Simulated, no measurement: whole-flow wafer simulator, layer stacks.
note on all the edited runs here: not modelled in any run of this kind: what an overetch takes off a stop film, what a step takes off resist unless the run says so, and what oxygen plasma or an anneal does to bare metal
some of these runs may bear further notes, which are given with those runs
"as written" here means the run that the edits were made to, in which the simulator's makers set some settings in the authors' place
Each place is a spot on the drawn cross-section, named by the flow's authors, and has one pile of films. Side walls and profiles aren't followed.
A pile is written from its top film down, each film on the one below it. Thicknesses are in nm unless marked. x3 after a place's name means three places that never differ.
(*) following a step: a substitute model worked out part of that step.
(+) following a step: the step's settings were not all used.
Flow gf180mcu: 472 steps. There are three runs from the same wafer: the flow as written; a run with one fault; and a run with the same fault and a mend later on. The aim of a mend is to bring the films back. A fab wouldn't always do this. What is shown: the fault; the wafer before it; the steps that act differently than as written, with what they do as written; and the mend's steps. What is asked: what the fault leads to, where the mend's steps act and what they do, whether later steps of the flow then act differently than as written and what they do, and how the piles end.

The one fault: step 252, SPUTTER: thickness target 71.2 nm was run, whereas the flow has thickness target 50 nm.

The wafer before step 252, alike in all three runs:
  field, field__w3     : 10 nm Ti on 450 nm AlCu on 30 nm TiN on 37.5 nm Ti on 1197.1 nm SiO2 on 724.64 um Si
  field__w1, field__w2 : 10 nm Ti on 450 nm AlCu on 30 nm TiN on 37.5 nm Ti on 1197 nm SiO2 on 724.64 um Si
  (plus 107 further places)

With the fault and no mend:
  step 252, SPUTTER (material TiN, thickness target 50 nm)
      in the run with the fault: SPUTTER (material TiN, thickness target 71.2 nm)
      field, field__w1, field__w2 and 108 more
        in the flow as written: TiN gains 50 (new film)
        in the run with the fault: TiN gains 71.2 (new film)
  Steps further on in the flow that do not act as written (3 other steps are not shown; they differ only slightly, by no more than 2% or 0.5 nm, whichever is larger):
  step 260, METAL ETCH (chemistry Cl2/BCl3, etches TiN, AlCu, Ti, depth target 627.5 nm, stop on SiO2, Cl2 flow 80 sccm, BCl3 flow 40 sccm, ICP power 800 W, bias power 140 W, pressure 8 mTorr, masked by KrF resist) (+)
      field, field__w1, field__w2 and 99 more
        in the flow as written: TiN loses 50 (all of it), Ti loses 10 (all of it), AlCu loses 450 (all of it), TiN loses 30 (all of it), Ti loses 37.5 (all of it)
        in the run with the fault: TiN loses 71.2 (all of it), Ti loses 10 (all of it), AlCu loses 450 (all of it), TiN loses 30 (all of it), Ti loses 37.5 (all of it)
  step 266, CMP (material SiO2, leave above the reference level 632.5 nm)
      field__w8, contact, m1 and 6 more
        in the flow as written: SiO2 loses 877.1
        in the run with the fault: SiO2 loses 898.3
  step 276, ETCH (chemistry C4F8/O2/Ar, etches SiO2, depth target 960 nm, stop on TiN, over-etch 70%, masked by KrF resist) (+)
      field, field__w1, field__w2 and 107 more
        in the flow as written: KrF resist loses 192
        in the run with the fault: KrF resist loses 187.4
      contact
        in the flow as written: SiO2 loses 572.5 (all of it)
        in the run with the fault: SiO2 loses 551.3 (all of it)
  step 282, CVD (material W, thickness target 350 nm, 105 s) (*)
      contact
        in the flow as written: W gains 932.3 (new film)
        in the run with the fault: W gains 910.9 (new film)
  At field__w8, contact, m1 and 6 more, the piles at the end differ from the flow's by more than 2% or 0.5 nm, whichever is larger.
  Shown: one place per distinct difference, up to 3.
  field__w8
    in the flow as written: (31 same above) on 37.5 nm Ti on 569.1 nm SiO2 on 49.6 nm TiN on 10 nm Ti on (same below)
    in the run with the fault: (31 same above) on 37.5 nm Ti on 547.9 nm SiO2 on 70.8 nm TiN on 10 nm Ti on (same below)
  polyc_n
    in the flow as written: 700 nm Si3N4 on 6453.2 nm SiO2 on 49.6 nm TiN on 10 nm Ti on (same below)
    in the run with the fault: 700 nm Si3N4 on 6432 nm SiO2 on 70.8 nm TiN on 10 nm Ti on (same below)
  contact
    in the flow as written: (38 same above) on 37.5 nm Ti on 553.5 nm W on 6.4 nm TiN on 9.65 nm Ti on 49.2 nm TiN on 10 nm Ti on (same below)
    in the run with the fault: (38 same above) on 37.5 nm Ti on 532.1 nm W on 6.48 nm TiN on 9.77 nm Ti on 70.4 nm TiN on 10 nm Ti on (same below)

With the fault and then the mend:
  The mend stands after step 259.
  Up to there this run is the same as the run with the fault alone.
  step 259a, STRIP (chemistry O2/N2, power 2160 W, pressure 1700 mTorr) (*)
      field__w8, contact, m1 and 6 more
        KrF resist loses 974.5 (all of it)
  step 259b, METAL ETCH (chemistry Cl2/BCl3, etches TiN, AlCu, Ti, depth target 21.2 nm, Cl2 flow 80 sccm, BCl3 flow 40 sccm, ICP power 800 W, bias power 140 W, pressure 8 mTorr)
      field, field__w1, field__w2 and 108 more
        TiN loses 21.2
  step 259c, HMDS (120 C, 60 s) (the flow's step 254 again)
      leaves every film unchanged at each place that is followed
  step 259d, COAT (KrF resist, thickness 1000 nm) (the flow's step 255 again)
      field, field__w1, field__w2 and 108 more
        KrF resist gains 1000 (new film)
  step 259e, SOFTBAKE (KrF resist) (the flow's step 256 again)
      leaves every film unchanged at each place that is followed
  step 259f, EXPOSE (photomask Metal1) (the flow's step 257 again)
      leaves every film unchanged at each place that is followed
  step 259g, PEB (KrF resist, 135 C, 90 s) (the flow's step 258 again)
      field, field__w1, field__w2 and 108 more
        KrF resist loses 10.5
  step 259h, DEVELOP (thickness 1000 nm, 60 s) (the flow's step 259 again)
      field, field__w1, field__w2 and 99 more
        KrF resist loses 989.5 (all of it)
      field__w8, contact, m1 and 6 more
        KrF resist loses 14.9
  Every later step of the flow that is run acts as written at every place that is followed.
  By the end, the piles equal the flow's at every place that both follow.
